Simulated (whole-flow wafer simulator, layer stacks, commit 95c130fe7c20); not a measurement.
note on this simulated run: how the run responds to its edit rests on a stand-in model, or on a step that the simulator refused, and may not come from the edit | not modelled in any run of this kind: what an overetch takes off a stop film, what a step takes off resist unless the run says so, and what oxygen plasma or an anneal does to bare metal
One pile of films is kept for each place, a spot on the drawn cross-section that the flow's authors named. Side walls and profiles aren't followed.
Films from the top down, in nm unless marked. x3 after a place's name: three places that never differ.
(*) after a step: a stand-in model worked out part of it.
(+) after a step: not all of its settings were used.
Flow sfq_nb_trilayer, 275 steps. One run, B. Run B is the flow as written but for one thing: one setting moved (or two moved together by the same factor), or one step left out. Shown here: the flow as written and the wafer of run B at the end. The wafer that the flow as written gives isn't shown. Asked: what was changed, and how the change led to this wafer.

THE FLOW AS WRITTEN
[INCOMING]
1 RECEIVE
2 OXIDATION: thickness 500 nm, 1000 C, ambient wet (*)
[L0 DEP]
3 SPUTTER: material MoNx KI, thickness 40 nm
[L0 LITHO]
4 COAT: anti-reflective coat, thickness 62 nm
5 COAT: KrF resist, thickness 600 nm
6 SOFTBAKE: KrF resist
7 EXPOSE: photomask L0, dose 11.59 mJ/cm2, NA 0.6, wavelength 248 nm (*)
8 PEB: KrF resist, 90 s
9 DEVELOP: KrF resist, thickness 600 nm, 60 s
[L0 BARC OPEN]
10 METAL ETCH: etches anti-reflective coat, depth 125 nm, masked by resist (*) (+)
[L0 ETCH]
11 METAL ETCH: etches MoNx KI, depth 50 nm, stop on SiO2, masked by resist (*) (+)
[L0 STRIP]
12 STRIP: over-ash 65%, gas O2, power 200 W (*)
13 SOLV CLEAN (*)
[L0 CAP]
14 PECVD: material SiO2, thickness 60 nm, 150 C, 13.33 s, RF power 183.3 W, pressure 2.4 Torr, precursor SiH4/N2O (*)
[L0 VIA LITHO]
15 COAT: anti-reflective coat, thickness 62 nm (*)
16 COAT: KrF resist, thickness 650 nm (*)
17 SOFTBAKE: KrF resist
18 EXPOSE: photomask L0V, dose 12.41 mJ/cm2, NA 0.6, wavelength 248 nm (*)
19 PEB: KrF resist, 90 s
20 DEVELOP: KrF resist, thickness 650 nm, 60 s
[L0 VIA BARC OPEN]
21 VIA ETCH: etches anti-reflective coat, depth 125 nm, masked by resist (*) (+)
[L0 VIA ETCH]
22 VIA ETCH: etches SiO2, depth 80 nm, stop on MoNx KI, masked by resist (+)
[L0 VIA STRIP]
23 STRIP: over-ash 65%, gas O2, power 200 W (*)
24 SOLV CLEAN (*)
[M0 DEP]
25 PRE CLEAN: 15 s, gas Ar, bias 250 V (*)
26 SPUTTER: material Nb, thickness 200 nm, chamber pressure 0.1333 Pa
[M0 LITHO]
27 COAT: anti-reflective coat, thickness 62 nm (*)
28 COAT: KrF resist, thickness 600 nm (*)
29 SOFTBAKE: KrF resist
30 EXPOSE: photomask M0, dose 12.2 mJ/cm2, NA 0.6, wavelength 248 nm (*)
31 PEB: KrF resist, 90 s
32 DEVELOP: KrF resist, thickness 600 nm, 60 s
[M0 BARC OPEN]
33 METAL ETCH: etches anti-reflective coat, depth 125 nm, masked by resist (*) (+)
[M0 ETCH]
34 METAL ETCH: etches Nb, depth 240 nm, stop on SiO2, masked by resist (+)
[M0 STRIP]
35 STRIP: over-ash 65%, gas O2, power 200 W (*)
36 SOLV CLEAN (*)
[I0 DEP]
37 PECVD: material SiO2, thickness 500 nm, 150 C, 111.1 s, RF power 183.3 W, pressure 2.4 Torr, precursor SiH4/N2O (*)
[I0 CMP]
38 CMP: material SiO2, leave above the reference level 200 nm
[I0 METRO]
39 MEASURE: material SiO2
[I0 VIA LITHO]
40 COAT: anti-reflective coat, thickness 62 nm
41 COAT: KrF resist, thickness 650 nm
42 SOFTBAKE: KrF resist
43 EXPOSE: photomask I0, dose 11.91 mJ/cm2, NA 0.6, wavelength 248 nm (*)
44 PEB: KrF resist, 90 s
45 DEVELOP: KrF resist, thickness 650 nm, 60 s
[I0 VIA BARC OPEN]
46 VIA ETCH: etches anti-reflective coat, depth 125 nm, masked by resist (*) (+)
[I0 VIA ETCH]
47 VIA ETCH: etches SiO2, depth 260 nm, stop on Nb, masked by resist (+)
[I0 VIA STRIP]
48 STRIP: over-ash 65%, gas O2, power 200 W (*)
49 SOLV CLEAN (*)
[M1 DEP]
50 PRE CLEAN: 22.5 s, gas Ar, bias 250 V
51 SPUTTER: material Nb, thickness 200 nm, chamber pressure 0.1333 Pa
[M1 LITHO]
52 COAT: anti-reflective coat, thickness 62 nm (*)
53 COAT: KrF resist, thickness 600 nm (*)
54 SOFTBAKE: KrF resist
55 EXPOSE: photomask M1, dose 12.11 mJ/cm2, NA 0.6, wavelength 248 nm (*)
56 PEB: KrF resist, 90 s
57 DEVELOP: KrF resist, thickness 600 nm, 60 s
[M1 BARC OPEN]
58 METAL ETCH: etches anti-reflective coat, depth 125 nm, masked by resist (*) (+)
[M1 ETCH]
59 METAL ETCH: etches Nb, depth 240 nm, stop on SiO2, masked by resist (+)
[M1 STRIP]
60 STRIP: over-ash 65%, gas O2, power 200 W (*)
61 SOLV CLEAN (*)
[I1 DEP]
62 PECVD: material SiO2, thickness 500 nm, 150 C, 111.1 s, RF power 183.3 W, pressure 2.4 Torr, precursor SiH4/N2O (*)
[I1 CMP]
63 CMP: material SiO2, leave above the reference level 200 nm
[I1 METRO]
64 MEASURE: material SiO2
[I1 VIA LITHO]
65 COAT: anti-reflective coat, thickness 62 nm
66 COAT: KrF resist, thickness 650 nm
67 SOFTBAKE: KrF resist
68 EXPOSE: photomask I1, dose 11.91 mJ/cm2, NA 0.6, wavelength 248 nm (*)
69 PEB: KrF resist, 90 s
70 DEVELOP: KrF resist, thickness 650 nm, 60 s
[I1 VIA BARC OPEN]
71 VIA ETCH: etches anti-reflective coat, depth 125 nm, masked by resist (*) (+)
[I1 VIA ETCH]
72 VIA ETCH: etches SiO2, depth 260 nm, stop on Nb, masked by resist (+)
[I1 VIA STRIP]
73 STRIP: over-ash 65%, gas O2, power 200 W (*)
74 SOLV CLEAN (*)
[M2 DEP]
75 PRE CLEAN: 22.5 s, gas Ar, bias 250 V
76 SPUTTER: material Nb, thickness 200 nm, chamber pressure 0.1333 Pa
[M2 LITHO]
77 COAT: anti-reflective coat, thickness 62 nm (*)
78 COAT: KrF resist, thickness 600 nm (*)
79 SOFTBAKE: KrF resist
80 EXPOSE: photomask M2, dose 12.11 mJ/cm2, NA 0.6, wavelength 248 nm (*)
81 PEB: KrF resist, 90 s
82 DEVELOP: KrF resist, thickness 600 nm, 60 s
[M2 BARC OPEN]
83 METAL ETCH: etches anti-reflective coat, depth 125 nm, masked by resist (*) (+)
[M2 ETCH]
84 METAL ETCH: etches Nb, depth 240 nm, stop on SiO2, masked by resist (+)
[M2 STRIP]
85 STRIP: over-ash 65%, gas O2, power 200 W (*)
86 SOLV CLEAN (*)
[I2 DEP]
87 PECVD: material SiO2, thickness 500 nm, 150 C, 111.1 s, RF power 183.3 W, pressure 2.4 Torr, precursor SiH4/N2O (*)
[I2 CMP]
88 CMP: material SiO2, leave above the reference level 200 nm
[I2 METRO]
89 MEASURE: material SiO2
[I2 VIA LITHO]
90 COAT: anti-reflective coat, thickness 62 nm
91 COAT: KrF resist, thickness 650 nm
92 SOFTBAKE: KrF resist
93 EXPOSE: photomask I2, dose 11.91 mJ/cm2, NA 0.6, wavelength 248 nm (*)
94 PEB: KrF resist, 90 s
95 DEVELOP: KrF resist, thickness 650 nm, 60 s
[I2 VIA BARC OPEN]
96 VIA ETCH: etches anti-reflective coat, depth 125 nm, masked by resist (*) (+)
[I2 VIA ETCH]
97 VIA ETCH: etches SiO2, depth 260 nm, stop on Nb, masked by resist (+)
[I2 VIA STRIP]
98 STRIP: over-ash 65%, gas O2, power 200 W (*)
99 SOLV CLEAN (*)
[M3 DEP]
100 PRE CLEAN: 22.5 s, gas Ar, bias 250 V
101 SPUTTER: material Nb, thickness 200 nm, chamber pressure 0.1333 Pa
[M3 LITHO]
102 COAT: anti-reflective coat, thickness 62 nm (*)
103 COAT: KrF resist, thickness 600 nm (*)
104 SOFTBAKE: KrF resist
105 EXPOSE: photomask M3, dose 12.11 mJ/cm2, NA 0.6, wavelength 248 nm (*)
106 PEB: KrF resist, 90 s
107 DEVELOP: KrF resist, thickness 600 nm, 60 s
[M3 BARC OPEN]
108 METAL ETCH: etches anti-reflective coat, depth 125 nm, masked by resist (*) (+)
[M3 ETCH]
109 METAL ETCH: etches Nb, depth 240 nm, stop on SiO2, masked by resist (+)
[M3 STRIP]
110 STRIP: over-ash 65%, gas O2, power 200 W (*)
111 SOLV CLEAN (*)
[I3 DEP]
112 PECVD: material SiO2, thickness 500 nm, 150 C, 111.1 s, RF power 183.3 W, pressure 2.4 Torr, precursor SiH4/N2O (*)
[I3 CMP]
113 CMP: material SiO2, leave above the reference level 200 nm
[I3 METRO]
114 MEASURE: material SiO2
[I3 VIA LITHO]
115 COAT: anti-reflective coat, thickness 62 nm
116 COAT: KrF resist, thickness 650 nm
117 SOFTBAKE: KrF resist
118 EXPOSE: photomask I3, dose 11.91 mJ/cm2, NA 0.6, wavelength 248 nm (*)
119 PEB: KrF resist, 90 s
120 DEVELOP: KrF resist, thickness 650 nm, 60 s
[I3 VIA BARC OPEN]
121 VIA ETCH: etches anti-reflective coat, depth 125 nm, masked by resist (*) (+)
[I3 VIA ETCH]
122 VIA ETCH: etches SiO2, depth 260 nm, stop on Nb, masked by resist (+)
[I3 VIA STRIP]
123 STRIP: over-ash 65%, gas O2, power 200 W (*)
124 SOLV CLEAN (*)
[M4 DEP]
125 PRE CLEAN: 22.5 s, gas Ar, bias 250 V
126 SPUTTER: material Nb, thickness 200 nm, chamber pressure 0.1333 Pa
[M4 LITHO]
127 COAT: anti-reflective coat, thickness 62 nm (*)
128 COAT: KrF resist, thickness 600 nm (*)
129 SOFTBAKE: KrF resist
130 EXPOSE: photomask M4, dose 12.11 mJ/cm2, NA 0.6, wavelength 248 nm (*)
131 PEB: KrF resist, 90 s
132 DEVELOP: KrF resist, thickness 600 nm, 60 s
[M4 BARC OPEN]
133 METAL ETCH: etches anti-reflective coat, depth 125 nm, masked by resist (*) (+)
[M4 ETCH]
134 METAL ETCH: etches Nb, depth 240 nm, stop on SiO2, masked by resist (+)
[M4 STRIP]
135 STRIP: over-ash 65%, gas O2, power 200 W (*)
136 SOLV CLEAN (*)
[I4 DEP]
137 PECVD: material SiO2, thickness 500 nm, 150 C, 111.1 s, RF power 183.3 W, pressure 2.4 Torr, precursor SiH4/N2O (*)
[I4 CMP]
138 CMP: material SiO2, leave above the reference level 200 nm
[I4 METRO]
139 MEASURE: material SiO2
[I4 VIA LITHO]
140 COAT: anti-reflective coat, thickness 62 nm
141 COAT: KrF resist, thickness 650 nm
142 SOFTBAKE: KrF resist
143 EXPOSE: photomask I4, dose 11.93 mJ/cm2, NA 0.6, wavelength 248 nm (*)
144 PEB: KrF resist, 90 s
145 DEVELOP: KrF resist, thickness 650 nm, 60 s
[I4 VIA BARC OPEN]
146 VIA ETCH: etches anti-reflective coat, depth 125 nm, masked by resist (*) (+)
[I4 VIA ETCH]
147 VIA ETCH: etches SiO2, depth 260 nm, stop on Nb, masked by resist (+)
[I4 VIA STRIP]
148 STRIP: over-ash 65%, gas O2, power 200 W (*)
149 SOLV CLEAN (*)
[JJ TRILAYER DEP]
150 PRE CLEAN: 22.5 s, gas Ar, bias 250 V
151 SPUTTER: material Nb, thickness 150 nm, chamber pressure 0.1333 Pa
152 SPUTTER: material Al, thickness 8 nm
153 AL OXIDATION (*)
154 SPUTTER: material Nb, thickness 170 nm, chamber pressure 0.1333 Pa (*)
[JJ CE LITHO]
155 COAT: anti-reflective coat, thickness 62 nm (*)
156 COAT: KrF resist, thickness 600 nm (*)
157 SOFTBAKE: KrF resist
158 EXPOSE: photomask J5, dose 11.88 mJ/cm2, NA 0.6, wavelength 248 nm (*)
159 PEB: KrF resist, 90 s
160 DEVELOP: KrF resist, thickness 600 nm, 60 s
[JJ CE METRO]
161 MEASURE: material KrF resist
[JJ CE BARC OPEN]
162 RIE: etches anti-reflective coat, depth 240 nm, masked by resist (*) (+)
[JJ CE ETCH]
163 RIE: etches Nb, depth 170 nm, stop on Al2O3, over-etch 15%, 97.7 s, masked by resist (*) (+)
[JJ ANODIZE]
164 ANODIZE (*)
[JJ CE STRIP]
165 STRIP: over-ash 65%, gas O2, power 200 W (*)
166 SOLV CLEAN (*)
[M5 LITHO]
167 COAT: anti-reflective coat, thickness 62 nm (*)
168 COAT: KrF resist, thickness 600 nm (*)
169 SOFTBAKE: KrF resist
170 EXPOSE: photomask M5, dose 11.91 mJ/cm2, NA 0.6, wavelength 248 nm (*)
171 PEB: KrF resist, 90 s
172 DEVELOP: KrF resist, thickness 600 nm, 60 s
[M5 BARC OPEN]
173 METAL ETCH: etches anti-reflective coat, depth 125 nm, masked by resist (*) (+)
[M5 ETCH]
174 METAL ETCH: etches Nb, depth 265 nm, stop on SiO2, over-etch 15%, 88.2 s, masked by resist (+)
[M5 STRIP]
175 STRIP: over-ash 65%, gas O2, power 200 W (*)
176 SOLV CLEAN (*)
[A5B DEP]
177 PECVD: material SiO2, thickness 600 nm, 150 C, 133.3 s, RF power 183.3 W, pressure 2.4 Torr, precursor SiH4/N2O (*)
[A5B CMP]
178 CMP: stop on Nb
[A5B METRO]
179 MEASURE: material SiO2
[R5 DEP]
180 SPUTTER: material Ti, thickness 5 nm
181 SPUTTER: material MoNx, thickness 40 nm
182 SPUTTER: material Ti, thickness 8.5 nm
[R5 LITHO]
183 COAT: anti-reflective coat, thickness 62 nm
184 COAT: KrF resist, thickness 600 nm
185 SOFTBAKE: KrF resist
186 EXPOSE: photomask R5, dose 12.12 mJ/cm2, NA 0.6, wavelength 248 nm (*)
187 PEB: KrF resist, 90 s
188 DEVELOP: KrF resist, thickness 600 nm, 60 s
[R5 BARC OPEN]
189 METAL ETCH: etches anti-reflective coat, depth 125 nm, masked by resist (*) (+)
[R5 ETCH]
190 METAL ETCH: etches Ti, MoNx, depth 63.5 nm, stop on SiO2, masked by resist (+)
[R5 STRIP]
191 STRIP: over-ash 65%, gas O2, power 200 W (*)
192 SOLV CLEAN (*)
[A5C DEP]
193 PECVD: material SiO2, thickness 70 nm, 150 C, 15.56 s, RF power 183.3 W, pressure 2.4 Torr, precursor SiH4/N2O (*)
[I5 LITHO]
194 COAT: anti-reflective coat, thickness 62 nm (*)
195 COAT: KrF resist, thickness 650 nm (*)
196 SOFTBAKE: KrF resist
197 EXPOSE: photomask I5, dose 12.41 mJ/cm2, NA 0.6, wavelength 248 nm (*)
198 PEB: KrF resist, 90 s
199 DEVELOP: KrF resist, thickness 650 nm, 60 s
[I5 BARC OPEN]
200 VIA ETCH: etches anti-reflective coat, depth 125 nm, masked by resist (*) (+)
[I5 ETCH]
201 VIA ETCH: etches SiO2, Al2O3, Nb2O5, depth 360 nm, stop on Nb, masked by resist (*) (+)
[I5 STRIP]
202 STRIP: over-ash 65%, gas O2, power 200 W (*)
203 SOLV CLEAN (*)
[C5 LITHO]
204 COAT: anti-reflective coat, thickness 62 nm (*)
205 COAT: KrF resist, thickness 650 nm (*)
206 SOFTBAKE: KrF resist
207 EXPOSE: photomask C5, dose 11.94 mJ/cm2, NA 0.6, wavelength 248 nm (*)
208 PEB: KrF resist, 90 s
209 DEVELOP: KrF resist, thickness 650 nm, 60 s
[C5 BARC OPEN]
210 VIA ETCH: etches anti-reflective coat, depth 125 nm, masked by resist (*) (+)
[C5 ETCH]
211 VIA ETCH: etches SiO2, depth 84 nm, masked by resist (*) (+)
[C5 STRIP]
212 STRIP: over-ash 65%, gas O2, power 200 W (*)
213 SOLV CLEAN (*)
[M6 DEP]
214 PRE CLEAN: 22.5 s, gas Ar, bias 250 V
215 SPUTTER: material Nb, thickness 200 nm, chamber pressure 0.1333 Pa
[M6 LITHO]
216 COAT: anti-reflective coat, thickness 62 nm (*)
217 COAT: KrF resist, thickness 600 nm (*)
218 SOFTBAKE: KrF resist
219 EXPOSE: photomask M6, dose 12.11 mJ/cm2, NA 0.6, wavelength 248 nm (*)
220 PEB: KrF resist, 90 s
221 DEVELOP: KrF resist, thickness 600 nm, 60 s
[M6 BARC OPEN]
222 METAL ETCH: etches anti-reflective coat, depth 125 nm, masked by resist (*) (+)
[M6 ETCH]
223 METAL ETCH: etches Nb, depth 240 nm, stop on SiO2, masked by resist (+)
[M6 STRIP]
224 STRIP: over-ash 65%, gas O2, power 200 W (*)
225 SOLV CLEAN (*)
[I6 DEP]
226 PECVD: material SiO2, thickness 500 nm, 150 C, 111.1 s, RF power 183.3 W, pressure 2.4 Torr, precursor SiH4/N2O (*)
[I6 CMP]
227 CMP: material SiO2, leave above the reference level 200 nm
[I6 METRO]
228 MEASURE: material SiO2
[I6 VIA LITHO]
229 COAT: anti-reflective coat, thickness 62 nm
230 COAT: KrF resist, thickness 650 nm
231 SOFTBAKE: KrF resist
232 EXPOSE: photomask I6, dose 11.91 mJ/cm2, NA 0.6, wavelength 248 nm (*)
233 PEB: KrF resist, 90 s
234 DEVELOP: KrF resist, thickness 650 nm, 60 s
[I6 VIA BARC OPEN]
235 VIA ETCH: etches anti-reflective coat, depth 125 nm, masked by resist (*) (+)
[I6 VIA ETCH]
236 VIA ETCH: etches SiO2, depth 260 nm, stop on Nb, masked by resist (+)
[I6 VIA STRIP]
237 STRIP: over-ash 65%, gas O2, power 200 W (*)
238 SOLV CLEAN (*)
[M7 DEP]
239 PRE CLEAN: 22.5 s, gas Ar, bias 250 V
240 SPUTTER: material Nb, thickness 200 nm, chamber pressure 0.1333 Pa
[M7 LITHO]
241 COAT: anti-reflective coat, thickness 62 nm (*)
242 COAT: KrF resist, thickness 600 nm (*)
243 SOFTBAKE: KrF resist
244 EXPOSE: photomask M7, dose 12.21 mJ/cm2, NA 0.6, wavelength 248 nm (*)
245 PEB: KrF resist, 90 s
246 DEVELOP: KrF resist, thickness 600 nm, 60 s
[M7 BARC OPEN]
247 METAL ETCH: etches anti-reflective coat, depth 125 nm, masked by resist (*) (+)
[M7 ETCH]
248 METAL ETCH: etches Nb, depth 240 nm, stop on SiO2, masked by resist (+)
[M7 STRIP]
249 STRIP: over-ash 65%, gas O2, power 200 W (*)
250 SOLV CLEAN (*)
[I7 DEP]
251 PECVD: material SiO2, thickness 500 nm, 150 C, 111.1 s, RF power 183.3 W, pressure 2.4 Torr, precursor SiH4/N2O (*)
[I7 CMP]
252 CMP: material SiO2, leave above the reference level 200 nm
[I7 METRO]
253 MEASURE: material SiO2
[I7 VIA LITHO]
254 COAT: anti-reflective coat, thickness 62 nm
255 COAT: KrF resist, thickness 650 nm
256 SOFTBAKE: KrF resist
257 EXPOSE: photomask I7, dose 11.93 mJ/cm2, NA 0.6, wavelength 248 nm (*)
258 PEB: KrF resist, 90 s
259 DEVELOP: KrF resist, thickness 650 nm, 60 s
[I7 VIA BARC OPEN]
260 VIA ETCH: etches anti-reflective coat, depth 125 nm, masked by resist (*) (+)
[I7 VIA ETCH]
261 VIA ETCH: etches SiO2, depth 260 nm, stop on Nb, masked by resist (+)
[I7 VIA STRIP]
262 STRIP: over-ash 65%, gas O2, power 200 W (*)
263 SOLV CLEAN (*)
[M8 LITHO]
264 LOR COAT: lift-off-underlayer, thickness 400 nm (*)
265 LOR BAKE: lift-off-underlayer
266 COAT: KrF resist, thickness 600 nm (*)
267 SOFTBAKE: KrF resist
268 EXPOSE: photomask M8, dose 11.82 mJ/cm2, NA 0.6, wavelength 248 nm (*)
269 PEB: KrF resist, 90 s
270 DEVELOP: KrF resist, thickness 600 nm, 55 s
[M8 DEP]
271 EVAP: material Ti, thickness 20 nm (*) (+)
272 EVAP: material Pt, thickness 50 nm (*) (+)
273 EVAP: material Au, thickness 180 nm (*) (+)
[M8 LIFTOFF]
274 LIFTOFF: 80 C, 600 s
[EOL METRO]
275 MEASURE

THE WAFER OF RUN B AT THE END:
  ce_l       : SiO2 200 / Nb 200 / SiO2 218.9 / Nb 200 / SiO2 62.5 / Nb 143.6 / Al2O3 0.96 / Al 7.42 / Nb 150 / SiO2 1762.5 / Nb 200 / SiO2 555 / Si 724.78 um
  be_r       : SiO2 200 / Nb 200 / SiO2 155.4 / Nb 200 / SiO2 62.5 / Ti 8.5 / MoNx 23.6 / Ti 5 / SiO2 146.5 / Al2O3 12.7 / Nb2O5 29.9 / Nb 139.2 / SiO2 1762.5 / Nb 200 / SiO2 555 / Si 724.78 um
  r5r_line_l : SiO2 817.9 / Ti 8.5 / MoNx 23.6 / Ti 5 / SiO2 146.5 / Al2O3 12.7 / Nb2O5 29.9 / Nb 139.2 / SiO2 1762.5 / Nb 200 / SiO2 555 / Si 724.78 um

The cause: step 181, SPUTTER: thickness 23.6 nm was run, where the flow has thickness 40 nm.
It can be read off the wafer: be_r has MoNx 23.6, and step 181 as written asks for 40 nm.

How the change led to this, step by step:
  181 SPUTTER: material MoNx, thickness 40 nm
      field_l, v_sur, via_wl and 103 more: MoNx +23.6 (new film) (as written it would be: MoNx +40 (new film))
  190 METAL ETCH: etches Ti, MoNx, depth 63.5 nm, stop on SiO2, masked by resist (+)
      field_l, v_sur, via_wl and 92 more: Ti -8.5 (all of it), MoNx -23.6 (all of it), Ti -5 (all of it) (as written it would be: Ti -8.5 (all of it), MoNx -40 (all of it), Ti -5 (all of it))
      ce_l, c5j, ce_r, wl_jj: Ti -8.5 (all of it), MoNx -23.6 (all of it), Ti -5 (all of it), Nb -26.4 (as written it would be: Ti -8.5 (all of it), MoNx -40 (all of it), Ti -5 (all of it), Nb -10)
  194 COAT: anti-reflective coat, thickness 62 nm (*)
      wl_j_sl, wl_j_sr: anti-reflective coat +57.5 (new film) (as written it would be: anti-reflective coat +60.2 (new film))
      r5r_spacepad_l, r5r_spacepad_r: anti-reflective coat +77.3 (new film) (as written it would be: anti-reflective coat +84.4 (new film))
      (and at 15 more places)
  202 STRIP: over-ash 65%, gas O2, power 200 W (*)
      wl_j_sl, wl_j_sr: KrF resist -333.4 (all of it), anti-reflective coat -57.5 (all of it) (as written it would be: KrF resist -333.3 (all of it), anti-reflective coat -60.2 (all of it))
      r5r_spacepad_l, r5r_spacepad_r: KrF resist -335 (all of it), anti-reflective coat -77.3 (all of it) (as written it would be: KrF resist -335.6 (all of it), anti-reflective coat -84.4 (all of it))
      (and at 15 more places)
  204 COAT: anti-reflective coat, thickness 62 nm (*)
      wl_j_sl, wl_j_sr: anti-reflective coat +57.5 (new film) (as written it would be: anti-reflective coat +60.2 (new film))
      r5r_spacepad_l, r5r_spacepad_r: anti-reflective coat +77.3 (new film) (as written it would be: anti-reflective coat +84.4 (new film))
      (and at 15 more places)
  210 VIA ETCH: etches anti-reflective coat, depth 125 nm, masked by resist (*) (+)
      field_l, v_sur, via_wl and 101 more: KrF resist -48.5 (as written it would be: KrF resist -47.4)
      c5j: anti-reflective coat -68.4 (all of it), SiO2 -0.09 (as written it would be: anti-reflective coat -63.9 (all of it), SiO2 -0.11)
      (and at 1 more place)
  212 STRIP: over-ash 65%, gas O2, power 200 W (*)
      wl_j_sl, wl_j_sr: KrF resist -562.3 (all of it), anti-reflective coat -57.5 (all of it) (as written it would be: KrF resist -563.4 (all of it), anti-reflective coat -60.2 (all of it))
      r5r_spacepad_l, r5r_spacepad_r: KrF resist -563.9 (all of it), anti-reflective coat -77.3 (all of it) (as written it would be: KrF resist -565.8 (all of it), anti-reflective coat -84.4 (all of it))
      (and at 13 more places)
  216 COAT: anti-reflective coat, thickness 62 nm (*)
      r5r_line_l, r5r_line_c, r5r_line_r: anti-reflective coat +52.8 (new film) (as written it would be: anti-reflective coat +50 (new film))
      wl_j_sl, wl_j_sr: anti-reflective coat +57.6 (new film) (as written it would be: anti-reflective coat +60.2 (new film))
      (and at 12 more places)
  222 METAL ETCH: etches anti-reflective coat, depth 125 nm, masked by resist (*) (+)
      r5r_line_l, r5r_line_c, r5r_line_r: anti-reflective coat -52.8 (all of it) (as written it would be: anti-reflective coat -50 (all of it))
      r5r_spacepad_l, r5r_spacepad_r: anti-reflective coat -77.9 (all of it) (as written it would be: anti-reflective coat -85.7 (all of it))
      (and at 2 more places)
  224 STRIP: over-ash 65%, gas O2, power 200 W (*)
      wl_j_sl, wl_j_sr: KrF resist -382.4 (all of it), anti-reflective coat -57.6 (all of it) (as written it would be: KrF resist -382.5 (all of it), anti-reflective coat -60.2 (all of it))
      jj_sur: KrF resist -377.5 (all of it), anti-reflective coat -53.2 (all of it) (as written it would be: KrF resist -378.5 (all of it), anti-reflective coat -56.1 (all of it))
      (and at 7 more places)
  226 PECVD: material SiO2, thickness 500 nm, 150 C, 111.1 s, RF power 183.3 W, pressure 2.4 Torr, precursor SiH4/N2O (*)
      r5r_spacepad_l, r5r_spacepad_r: SiO2 +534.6 (as written it would be: SiO2 +553.5)
  227 CMP: material SiO2, leave above the reference level 200 nm
      ce_l, ce_r, wl_jj: SiO2 -273.6 (as written it would be: SiO2 -290)
      be_r, r_sur, r_end: SiO2 -337.1 (as written it would be: SiO2 -353.5)
      (and at 7 more places)
